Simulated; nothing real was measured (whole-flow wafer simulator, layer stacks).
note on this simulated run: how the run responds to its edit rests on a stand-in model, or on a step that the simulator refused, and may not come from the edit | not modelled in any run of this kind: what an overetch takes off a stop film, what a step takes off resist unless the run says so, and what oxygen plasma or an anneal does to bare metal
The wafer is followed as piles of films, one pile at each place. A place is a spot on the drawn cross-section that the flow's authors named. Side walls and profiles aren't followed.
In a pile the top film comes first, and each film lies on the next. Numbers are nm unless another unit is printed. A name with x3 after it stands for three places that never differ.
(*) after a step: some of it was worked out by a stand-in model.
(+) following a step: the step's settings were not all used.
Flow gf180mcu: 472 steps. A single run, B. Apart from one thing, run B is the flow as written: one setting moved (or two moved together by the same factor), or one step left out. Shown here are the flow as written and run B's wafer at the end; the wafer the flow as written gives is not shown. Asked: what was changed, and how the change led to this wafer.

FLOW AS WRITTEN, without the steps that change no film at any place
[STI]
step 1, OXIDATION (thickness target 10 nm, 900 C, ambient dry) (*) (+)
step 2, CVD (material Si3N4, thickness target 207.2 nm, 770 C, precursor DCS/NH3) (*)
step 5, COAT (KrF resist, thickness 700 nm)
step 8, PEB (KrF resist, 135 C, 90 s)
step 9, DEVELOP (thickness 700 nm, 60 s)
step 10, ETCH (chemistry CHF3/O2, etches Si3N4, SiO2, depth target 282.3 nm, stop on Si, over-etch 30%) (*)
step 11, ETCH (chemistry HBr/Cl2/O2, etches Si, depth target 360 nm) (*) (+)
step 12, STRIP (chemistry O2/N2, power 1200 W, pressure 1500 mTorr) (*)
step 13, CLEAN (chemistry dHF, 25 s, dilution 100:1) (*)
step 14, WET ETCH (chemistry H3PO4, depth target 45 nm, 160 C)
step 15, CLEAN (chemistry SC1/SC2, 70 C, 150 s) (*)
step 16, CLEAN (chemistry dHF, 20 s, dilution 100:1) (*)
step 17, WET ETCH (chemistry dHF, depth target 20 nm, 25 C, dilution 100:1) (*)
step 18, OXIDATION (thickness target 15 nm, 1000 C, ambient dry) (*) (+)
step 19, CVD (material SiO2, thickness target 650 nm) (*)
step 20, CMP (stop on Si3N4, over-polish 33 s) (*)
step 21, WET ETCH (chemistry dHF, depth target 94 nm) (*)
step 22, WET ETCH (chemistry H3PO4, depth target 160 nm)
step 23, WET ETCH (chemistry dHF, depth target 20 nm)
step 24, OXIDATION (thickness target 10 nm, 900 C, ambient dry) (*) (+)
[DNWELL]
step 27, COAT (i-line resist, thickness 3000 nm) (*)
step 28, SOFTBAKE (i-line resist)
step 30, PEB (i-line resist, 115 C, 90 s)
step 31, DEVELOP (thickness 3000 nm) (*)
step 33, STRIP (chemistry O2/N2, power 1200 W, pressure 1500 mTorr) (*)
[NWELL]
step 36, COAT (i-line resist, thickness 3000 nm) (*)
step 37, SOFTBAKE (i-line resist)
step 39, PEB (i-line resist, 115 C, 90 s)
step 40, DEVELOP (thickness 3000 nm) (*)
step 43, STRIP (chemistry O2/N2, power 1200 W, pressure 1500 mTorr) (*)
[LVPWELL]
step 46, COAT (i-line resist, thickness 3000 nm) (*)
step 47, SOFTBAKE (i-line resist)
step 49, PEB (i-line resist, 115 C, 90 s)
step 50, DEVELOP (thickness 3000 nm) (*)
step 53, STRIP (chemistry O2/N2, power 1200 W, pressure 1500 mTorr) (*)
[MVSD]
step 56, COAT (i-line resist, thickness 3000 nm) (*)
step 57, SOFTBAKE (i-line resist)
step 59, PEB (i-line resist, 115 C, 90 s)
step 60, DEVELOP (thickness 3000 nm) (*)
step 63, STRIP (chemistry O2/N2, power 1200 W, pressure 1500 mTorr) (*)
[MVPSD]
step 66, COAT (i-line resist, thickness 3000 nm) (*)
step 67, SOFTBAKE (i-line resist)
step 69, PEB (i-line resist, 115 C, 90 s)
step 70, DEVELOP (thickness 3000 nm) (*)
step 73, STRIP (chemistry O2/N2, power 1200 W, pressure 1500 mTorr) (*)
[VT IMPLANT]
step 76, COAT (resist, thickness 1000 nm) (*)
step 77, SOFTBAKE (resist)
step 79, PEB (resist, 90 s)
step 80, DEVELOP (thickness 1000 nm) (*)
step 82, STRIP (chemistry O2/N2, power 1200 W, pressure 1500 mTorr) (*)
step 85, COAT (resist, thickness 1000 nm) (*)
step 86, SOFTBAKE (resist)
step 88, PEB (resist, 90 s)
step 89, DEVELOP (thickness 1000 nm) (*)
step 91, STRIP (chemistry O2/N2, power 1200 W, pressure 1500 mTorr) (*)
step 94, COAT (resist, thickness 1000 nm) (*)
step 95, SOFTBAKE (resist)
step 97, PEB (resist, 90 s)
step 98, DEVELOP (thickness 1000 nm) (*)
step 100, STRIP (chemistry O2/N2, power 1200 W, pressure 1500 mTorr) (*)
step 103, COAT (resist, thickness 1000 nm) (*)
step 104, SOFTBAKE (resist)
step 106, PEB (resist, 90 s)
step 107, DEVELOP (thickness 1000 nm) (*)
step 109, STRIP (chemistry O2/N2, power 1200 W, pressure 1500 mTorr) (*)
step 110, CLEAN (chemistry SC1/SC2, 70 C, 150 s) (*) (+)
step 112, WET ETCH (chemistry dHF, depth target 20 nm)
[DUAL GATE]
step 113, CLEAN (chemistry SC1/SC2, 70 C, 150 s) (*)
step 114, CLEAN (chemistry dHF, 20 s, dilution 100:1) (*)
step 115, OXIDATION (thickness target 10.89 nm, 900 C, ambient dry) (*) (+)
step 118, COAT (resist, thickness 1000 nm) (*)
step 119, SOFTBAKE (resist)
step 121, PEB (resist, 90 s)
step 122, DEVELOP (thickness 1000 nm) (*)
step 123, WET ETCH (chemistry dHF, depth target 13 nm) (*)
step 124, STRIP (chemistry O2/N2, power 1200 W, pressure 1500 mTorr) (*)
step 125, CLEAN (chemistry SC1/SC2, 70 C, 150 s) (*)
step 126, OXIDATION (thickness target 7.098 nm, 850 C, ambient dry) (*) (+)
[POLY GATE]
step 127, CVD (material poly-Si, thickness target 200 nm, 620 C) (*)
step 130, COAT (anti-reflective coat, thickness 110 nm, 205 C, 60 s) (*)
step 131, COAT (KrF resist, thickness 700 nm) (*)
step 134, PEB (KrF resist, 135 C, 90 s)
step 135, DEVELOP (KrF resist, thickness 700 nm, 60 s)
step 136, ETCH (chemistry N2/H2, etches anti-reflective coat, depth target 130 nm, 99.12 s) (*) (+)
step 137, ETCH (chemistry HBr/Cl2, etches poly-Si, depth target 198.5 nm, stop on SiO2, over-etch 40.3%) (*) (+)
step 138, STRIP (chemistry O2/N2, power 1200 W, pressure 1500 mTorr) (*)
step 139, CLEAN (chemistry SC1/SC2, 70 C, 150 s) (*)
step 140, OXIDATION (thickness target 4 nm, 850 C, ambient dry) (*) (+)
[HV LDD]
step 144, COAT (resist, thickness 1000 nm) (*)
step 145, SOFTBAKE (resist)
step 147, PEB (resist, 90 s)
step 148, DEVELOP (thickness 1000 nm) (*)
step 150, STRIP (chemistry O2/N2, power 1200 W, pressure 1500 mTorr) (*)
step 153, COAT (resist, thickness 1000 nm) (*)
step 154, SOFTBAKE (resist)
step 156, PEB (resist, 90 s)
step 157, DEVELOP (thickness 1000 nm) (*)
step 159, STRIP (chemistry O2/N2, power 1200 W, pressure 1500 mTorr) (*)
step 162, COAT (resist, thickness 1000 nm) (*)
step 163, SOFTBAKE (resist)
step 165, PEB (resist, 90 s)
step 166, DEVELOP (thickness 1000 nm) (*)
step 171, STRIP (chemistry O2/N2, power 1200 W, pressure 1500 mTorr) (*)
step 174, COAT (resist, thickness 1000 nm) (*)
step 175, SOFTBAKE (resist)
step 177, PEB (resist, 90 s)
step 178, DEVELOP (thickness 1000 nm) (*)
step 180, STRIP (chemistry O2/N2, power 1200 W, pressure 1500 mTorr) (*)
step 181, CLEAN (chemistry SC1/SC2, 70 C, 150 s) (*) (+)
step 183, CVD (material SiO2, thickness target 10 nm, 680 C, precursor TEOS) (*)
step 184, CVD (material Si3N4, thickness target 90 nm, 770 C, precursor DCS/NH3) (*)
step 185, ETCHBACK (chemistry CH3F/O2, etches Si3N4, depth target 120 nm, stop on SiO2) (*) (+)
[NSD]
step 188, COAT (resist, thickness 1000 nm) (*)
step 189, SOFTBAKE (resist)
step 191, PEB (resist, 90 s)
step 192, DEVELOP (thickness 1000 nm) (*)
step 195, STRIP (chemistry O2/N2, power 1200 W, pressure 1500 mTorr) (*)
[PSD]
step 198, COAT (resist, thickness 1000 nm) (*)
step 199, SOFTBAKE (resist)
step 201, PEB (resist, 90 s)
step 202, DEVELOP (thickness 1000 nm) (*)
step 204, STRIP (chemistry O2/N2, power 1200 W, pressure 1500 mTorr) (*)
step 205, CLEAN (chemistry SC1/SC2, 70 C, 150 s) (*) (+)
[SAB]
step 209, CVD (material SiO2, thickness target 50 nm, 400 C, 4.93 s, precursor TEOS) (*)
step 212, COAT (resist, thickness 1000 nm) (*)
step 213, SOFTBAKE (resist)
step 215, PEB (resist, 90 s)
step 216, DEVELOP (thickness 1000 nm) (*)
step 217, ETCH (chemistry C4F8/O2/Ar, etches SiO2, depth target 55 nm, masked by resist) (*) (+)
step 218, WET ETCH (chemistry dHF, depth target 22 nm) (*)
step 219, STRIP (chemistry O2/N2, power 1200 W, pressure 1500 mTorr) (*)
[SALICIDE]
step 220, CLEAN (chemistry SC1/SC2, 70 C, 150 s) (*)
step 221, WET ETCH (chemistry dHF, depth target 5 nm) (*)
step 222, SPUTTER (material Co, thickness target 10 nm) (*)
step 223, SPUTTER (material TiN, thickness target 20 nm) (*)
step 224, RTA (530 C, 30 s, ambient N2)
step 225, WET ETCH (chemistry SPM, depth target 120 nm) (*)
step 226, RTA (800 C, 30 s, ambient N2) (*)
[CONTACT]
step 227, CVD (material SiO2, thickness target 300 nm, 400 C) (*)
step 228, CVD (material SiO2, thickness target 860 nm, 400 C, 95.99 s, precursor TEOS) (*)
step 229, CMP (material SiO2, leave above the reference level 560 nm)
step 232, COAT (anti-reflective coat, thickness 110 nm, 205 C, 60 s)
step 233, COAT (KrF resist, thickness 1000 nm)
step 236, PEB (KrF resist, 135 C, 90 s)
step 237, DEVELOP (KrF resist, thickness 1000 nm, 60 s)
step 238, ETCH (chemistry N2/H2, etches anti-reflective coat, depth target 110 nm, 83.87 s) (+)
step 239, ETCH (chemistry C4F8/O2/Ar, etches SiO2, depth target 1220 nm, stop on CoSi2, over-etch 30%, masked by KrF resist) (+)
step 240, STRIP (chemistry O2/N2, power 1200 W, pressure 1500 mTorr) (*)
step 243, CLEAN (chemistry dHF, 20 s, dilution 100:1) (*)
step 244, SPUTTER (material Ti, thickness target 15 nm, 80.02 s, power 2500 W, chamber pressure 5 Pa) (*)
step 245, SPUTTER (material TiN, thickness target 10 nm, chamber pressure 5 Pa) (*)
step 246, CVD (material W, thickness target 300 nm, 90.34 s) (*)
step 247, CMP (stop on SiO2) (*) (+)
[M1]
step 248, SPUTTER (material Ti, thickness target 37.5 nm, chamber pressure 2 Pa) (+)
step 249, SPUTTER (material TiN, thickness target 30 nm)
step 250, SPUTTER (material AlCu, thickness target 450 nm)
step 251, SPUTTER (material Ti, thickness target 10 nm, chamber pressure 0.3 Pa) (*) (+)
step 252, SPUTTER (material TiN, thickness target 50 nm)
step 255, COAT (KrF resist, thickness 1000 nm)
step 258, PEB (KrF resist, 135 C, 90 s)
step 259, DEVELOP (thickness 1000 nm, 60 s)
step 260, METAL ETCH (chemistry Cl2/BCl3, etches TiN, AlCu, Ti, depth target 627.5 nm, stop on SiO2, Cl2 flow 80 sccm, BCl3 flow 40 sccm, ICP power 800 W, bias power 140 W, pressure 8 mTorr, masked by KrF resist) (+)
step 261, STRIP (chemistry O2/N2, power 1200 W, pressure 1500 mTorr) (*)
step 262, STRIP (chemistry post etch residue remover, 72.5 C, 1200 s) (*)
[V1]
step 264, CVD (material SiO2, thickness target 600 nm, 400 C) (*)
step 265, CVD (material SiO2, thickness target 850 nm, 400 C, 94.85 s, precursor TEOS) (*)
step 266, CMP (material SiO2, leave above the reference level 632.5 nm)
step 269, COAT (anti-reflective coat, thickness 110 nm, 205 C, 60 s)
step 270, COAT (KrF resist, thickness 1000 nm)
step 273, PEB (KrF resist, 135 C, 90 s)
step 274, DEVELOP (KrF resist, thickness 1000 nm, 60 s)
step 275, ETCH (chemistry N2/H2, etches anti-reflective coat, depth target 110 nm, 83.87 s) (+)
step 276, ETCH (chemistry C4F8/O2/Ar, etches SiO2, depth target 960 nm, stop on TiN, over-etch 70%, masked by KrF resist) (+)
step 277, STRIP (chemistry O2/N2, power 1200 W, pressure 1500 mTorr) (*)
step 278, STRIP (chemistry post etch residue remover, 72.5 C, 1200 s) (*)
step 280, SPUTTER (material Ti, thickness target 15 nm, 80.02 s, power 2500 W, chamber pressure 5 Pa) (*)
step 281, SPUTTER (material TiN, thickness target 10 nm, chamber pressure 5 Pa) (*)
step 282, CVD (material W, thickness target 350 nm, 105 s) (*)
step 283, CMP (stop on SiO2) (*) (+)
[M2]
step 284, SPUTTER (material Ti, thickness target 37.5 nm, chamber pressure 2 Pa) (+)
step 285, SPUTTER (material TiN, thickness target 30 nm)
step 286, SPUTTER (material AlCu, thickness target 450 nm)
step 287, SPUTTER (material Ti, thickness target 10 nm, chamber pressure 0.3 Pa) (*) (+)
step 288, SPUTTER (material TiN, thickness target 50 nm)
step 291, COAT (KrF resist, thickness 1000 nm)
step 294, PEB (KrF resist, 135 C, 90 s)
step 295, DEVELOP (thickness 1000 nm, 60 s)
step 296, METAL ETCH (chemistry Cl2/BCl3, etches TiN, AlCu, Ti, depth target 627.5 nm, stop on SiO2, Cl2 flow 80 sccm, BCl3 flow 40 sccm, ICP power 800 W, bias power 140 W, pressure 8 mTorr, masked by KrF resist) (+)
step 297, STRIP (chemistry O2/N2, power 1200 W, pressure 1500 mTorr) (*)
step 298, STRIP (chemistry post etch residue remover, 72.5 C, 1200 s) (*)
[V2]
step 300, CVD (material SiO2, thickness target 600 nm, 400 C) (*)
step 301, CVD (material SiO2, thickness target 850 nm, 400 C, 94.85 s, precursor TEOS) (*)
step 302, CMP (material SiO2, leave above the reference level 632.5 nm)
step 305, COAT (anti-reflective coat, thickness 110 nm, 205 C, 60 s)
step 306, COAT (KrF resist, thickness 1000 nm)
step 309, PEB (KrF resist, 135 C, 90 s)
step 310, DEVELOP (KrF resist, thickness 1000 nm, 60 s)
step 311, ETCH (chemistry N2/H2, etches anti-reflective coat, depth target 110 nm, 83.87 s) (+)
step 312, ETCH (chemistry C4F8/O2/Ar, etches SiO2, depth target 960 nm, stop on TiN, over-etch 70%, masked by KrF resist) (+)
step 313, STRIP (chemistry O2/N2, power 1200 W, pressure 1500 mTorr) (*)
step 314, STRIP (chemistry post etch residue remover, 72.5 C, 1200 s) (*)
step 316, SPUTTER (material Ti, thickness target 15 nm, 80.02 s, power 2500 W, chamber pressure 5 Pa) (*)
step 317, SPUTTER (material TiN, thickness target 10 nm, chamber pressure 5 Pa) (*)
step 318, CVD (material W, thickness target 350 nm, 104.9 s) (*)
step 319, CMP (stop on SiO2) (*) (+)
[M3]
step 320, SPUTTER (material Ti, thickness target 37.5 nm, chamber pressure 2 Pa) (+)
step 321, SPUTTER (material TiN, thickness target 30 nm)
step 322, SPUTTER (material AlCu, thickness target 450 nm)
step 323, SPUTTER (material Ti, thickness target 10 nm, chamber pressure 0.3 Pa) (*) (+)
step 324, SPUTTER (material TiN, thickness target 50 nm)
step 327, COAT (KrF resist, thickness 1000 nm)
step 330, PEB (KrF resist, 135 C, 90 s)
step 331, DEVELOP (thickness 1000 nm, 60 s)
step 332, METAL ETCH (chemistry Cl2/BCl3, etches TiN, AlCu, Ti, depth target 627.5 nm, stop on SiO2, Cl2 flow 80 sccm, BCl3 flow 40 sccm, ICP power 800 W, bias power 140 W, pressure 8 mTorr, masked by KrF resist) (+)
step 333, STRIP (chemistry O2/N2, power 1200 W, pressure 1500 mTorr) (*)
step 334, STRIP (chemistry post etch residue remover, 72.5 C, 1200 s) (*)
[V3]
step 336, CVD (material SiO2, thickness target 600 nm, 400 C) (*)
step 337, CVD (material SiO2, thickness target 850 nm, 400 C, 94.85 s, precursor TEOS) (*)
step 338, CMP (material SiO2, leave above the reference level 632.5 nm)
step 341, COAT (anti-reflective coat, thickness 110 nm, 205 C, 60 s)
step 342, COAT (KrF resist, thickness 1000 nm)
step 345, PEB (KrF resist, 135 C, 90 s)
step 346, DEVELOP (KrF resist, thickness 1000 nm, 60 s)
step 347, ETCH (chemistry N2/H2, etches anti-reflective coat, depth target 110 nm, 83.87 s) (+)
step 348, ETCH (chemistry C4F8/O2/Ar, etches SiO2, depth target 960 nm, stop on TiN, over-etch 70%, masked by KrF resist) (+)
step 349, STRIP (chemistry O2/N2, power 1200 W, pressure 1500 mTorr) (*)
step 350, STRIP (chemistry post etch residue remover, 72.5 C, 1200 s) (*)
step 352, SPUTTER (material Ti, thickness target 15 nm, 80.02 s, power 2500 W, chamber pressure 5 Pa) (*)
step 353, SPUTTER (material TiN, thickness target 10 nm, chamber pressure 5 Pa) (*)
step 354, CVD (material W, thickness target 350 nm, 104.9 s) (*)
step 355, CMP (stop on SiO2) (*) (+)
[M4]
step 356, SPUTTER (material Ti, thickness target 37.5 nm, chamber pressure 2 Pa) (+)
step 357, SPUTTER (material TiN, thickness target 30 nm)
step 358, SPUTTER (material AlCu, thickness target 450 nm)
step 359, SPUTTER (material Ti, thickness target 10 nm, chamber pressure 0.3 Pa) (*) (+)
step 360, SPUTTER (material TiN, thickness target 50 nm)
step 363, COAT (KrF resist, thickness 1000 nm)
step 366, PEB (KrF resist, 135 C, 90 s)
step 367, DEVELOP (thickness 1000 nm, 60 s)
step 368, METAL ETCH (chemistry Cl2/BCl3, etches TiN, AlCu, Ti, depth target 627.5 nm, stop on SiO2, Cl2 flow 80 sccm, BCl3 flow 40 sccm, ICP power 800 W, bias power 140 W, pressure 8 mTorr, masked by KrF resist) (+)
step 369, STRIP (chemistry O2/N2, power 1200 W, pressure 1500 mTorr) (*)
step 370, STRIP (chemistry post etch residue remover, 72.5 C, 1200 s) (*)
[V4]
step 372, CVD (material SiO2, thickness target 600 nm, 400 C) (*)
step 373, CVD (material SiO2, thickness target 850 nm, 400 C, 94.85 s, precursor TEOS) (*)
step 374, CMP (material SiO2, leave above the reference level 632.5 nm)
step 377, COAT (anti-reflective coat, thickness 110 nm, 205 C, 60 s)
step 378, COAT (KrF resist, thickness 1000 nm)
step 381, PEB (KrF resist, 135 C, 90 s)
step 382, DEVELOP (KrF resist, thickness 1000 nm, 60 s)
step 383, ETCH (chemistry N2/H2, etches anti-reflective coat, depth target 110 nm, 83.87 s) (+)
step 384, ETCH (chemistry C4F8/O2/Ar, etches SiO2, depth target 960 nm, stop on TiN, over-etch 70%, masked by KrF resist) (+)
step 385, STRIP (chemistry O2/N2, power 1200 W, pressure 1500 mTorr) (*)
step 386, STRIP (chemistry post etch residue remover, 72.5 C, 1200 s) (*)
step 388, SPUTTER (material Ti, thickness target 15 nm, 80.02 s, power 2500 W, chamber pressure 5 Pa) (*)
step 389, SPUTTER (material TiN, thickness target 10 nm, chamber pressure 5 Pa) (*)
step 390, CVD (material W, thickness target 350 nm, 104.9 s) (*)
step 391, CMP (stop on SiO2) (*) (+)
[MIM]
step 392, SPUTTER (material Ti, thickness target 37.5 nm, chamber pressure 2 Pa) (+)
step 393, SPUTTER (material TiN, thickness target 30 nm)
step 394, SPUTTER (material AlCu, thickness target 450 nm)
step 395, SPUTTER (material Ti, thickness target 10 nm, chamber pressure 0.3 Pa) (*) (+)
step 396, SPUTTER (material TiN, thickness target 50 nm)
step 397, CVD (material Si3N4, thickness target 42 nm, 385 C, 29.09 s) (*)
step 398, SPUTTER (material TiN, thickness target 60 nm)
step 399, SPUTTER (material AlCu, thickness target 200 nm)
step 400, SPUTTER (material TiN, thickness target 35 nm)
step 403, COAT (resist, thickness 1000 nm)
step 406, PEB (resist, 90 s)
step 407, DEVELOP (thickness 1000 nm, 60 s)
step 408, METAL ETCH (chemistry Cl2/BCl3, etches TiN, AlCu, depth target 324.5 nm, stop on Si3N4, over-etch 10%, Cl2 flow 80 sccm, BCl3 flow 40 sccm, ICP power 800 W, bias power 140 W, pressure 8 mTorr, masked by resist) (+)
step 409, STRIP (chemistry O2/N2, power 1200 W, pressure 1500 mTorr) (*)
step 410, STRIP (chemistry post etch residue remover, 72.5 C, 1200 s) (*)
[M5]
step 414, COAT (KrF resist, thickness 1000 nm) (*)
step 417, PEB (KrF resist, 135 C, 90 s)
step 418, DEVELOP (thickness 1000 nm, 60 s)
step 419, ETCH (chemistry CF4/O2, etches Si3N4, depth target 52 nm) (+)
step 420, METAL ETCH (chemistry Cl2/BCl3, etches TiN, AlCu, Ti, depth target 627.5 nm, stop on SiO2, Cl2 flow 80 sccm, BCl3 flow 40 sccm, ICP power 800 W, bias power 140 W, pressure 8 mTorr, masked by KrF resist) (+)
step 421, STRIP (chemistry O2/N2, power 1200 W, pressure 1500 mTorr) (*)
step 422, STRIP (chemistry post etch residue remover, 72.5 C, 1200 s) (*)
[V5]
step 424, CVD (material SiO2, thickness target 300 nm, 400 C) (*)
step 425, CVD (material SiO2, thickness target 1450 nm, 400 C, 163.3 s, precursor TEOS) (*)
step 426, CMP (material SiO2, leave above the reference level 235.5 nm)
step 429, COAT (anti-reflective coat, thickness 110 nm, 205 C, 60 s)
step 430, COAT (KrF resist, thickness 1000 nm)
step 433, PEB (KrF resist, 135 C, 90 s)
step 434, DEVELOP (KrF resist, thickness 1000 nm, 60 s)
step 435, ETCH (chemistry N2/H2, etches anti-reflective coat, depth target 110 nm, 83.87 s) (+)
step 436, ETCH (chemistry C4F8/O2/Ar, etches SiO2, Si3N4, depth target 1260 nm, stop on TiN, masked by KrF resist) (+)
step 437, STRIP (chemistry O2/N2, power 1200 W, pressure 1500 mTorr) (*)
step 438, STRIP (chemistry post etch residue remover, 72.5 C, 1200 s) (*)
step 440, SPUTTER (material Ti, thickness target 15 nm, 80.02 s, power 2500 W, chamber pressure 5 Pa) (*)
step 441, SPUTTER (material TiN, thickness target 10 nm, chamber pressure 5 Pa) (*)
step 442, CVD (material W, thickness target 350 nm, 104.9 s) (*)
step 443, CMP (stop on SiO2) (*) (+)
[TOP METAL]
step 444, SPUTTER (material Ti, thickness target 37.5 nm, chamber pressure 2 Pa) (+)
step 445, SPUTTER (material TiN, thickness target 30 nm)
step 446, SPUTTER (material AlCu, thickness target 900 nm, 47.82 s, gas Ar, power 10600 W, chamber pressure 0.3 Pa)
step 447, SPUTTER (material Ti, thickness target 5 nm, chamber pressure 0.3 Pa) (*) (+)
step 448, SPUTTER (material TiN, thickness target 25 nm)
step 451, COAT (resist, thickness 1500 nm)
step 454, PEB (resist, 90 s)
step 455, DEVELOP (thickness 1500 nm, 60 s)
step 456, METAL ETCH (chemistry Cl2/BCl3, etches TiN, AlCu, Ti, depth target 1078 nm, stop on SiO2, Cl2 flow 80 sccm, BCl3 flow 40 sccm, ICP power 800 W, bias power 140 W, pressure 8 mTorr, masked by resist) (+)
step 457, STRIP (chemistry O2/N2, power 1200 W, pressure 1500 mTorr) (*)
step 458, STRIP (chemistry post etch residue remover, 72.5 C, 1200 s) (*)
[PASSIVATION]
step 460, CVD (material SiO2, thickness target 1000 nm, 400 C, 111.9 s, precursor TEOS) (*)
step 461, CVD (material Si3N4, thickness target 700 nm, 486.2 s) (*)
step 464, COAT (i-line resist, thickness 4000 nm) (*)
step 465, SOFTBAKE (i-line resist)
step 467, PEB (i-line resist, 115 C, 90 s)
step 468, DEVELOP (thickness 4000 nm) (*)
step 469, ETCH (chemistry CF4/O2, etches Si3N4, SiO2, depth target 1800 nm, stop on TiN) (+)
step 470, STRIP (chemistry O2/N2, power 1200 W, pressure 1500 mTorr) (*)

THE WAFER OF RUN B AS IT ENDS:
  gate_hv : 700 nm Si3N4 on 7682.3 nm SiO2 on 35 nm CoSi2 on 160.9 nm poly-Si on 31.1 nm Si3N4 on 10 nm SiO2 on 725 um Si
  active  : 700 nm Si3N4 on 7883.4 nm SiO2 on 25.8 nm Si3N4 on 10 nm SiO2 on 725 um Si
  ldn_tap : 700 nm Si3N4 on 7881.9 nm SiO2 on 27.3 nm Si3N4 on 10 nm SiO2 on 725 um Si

Cause: step 14, WET ETCH: chemistry H3PO4, depth target 45 nm, 160 C, was not run.

How this came from the change, step by step:
  step 15, CLEAN (chemistry SC1/SC2, 70 C, 150 s) (*)
      field, field_sub, sti and 34 more: chemical SiO2 gains 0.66 (new film), Si loses 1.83 (in the flow as written it would be: chemical SiO2 gains 0.66 (new film), Si loses 0.88)
  step 19, CVD (material SiO2, thickness target 650 nm) (*)
      m1, ld_fp_n, ld_drift_n and 8 more: SiO2 gains 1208 (in the flow as written it would be: SiO2 gains 1163.5)
  step 20, CMP (stop on Si3N4, over-polish 33 s) (*)
      sti, mim_1p0, pad and 11 more: SiO2 loses 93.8 (in the flow as written it would be: SiO2 loses 138.3)
      nw_enc_fld, nw_enc_fld_lv: SiO2 loses 97.8 (in the flow as written it would be: SiO2 loses 142.4)
      (and at 10 other places as well)
  step 22, WET ETCH (chemistry H3PO4, depth target 160 nm)
      active, n_well, p_well and 40 more: Si3N4 loses 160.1 (in the flow as written it would be: Si3N4 loses 150.9 (all of it), SiO2 loses 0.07)
  step 23, WET ETCH (chemistry dHF, depth target 20 nm)
      active, n_well, p_well and 40 more: Si3N4 loses 1.83 (in the flow as written it would be: SiO2 loses 9.93 (all of it))
  step 24, OXIDATION (thickness target 10 nm, 900 C, ambient dry) (*) (+)
      active, n_well, p_well and 40 more: nothing (in the flow as written it would be: SiO2 gains 10 (new film), Si loses 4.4)
  step 28, SOFTBAKE (i-line resist)
      field: i-line resist gains 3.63 (in the flow as written it would be: i-line resist gains 3.04)
      gate_hv: i-line resist gains 3.71 (in the flow as written it would be: i-line resist gains 3.15)
      (and at 29 other places as well)
  step 37, SOFTBAKE (i-line resist)
      field: i-line resist gains 3.63 (in the flow as written it would be: i-line resist gains 3.04)
      gate_hv: i-line resist gains 3.71 (in the flow as written it would be: i-line resist gains 3.15)
      (and at 29 other places as well)
  step 47, SOFTBAKE (i-line resist)
      field: i-line resist gains 3.63 (in the flow as written it would be: i-line resist gains 3.04)
      gate_hv: i-line resist gains 3.71 (in the flow as written it would be: i-line resist gains 3.15)
      (and at 29 other places as well)
  step 57, SOFTBAKE (i-line resist)
      field: i-line resist gains 3.63 (in the flow as written it would be: i-line resist gains 3.04)
      gate_hv: i-line resist gains 3.71 (in the flow as written it would be: i-line resist gains 3.15)
      (and at 29 other places as well)
  step 67, SOFTBAKE (i-line resist)
      field: i-line resist gains 3.63 (in the flow as written it would be: i-line resist gains 3.04)
      gate_hv: i-line resist gains 3.71 (in the flow as written it would be: i-line resist gains 3.15)
      (and at 29 other places as well)
  step 112, WET ETCH (chemistry dHF, depth target 20 nm)
      active, n_well, p_well and 40 more: Si3N4 loses 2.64 (in the flow as written it would be: SiO2 loses 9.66 (all of it))
  step 113, CLEAN (chemistry SC1/SC2, 70 C, 150 s) (*)
      active, n_well, p_well and 40 more: Si3N4 loses 0.07 (in the flow as written it would be: chemical SiO2 gains 0.66 (new film), Si loses 1.83)
  step 114, CLEAN (chemistry dHF, 20 s, dilution 100:1) (*)
      active, n_well, p_well and 40 more: Si3N4 loses 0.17 (in the flow as written it would be: chemical SiO2 loses 0.66 (all of it))
  step 115, OXIDATION (thickness target 10.89 nm, 900 C, ambient dry) (*) (+)
      active, n_well, p_well and 40 more: nothing (in the flow as written it would be: SiO2 gains 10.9 (new film), Si loses 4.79)
  step 123, WET ETCH (chemistry dHF, depth target 13 nm) (*)
      active, n_well, p_well and 12 more: Si3N4 loses 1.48 (in the flow as written it would be: SiO2 loses 10.9 (all of it))
  ... another 26 steps ...
  step 471, ANNEAL (400 C, 1800 s, ambient N2/H2)
      contact: under 49 films: void gains 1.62 (new film), Ti loses 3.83, TiSi first gains 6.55 (new film), Si loses 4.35 (in the flow as written it would be: nothing)
If metal films that touch count as one body, active has 0 bodies; the flow as written gives 1 body.
If metal films that touch count as one body, ldn_tap has 0 bodies; the flow as written gives 1 body.
